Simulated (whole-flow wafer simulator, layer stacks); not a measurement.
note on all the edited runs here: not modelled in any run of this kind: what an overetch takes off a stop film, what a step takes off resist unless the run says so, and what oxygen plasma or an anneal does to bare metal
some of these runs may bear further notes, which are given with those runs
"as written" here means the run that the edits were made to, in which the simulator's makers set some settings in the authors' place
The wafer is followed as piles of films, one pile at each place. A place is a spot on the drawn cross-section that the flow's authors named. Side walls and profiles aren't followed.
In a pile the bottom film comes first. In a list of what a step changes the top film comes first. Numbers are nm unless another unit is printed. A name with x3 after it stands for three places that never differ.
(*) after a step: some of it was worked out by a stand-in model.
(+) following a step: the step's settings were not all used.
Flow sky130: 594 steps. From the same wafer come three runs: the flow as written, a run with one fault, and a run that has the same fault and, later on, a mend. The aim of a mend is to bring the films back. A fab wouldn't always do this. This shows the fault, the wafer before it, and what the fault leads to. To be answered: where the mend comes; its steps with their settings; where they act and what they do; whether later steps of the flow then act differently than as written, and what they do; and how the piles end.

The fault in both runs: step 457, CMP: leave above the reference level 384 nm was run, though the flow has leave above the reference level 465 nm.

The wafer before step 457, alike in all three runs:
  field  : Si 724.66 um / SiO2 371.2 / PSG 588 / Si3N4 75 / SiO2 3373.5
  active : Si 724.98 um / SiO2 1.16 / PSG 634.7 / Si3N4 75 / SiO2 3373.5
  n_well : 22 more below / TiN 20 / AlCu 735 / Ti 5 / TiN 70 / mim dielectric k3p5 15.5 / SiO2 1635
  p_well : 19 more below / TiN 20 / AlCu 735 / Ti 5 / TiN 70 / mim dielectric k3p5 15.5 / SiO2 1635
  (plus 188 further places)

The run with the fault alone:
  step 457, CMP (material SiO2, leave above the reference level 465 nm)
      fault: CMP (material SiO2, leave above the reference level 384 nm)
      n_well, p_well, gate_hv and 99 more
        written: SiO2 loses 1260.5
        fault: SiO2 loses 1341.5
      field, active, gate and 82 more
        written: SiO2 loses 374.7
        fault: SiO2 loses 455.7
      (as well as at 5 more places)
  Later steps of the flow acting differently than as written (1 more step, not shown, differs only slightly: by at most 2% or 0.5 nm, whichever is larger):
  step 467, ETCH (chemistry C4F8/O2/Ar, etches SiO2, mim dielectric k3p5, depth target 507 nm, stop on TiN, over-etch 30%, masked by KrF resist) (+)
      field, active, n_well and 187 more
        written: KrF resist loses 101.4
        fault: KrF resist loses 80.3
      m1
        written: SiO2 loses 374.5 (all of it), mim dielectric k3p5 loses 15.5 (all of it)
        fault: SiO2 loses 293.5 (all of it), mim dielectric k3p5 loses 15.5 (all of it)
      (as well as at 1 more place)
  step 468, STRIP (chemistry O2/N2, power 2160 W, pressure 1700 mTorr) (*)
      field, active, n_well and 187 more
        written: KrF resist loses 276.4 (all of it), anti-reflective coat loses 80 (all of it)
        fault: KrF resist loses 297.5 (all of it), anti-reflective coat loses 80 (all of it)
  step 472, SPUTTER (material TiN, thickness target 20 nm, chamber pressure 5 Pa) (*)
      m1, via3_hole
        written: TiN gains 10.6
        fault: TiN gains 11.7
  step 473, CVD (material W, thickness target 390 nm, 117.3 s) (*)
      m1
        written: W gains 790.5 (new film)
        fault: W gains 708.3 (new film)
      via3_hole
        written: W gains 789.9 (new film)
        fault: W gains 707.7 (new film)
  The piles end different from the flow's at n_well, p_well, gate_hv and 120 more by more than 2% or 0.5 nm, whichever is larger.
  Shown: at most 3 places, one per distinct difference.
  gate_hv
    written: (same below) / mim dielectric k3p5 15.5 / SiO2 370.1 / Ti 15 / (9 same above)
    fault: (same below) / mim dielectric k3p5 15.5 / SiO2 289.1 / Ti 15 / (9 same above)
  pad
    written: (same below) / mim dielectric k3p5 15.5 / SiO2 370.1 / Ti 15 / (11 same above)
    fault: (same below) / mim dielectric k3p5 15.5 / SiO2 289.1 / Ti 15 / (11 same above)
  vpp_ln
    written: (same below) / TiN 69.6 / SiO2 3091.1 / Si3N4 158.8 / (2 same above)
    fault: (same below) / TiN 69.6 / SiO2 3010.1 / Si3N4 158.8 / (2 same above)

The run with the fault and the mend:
  The mend follows step 457.
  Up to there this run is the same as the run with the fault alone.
  step 457a, HDPCVD (thickness target 81 nm) (*) (a further turn of the flow's step 456, with different settings)
      field, active, n_well and 189 more
        SiO2 gains 81
  None of the later steps of the flow differs from how it acts as written, at any place that is followed, by more than 2% or 0.5 nm, whichever is larger.
  The piles end the same as the flow's at every place that both follow.
